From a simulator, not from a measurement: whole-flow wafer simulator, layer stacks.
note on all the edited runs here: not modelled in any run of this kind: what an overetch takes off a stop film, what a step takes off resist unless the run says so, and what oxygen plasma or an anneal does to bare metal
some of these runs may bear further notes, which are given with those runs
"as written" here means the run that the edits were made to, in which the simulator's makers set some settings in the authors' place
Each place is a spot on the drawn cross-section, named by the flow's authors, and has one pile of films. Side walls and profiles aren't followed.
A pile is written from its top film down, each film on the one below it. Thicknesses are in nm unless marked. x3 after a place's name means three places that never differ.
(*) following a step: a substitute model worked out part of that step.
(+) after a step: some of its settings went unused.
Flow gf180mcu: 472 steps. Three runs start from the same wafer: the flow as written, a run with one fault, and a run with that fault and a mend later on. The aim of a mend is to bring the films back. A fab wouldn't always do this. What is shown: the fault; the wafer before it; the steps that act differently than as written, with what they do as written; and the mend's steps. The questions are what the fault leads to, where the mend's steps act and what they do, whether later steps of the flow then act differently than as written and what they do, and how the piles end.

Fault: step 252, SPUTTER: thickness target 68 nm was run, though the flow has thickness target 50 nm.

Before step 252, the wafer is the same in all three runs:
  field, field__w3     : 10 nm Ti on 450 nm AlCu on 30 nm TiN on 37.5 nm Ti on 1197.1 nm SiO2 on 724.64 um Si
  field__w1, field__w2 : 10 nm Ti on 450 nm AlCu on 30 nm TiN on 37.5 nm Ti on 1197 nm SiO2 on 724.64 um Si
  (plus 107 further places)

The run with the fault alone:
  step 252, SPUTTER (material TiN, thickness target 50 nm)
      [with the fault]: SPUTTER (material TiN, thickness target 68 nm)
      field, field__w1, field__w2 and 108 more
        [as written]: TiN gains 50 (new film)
        [with the fault]: TiN gains 68 (new film)
  Steps further on in the flow that do not act as written (4 more steps, not shown, differ only slightly: by at most 2% or 0.5 nm, whichever is larger):
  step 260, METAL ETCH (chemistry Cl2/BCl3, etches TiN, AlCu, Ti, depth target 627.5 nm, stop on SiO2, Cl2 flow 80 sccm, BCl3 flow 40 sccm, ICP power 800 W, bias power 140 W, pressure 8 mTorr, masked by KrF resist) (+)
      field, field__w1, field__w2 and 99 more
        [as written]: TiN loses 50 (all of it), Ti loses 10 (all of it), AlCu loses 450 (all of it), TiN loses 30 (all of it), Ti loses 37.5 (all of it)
        [with the fault]: TiN loses 68 (all of it), Ti loses 10 (all of it), AlCu loses 450 (all of it), TiN loses 30 (all of it), Ti loses 37.5 (all of it)
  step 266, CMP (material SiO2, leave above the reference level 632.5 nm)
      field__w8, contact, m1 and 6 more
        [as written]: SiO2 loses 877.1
        [with the fault]: SiO2 loses 895.1
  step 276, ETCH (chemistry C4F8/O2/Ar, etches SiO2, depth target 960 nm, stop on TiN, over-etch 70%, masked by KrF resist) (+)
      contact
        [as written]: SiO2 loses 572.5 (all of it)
        [with the fault]: SiO2 loses 554.5 (all of it)
  The piles end different from the flow's at field__w8, contact, m1 and 6 more by more than 2% or 0.5 nm, whichever is larger.
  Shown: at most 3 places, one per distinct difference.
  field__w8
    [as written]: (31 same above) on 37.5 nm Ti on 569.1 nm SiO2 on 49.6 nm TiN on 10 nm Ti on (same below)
    [with the fault]: (31 same above) on 37.5 nm Ti on 551.1 nm SiO2 on 67.6 nm TiN on 10 nm Ti on (same below)
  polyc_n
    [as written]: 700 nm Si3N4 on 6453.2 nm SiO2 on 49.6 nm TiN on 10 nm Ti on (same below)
    [with the fault]: 700 nm Si3N4 on 6435.2 nm SiO2 on 67.6 nm TiN on 10 nm Ti on (same below)
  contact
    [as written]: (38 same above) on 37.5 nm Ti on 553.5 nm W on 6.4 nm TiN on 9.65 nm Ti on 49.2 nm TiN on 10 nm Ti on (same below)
    [with the fault]: (38 same above) on 37.5 nm Ti on 535.3 nm W on 6.47 nm TiN on 9.75 nm Ti on 67.2 nm TiN on 10 nm Ti on (same below)

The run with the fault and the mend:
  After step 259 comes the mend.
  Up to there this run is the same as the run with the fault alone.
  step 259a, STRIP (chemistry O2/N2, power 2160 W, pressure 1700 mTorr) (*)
      field__w8, contact, m1 and 6 more
        KrF resist loses 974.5 (all of it)
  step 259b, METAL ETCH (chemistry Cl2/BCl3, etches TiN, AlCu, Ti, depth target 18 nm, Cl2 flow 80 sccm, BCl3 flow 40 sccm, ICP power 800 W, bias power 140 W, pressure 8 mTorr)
      field, field__w1, field__w2 and 108 more
        TiN loses 18
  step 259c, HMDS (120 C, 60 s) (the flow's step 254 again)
      does not change any film at any place that is followed
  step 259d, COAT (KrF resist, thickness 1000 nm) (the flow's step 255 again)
      field, field__w1, field__w2 and 108 more
        KrF resist gains 1000 (new film)
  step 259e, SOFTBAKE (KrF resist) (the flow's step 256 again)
      does not change any film at any place that is followed
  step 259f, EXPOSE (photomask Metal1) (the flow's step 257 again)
      does not change any film at any place that is followed
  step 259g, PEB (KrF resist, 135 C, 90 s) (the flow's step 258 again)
      field, field__w1, field__w2 and 108 more
        KrF resist loses 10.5
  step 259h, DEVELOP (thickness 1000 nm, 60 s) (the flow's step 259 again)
      field, field__w1, field__w2 and 99 more
        KrF resist loses 989.5 (all of it)
      field__w8, contact, m1 and 6 more
        KrF resist loses 14.9
  None of the later steps of the flow acts differently than as written at any place that is followed.
  By the end, the piles equal the flow's at every place that both follow.
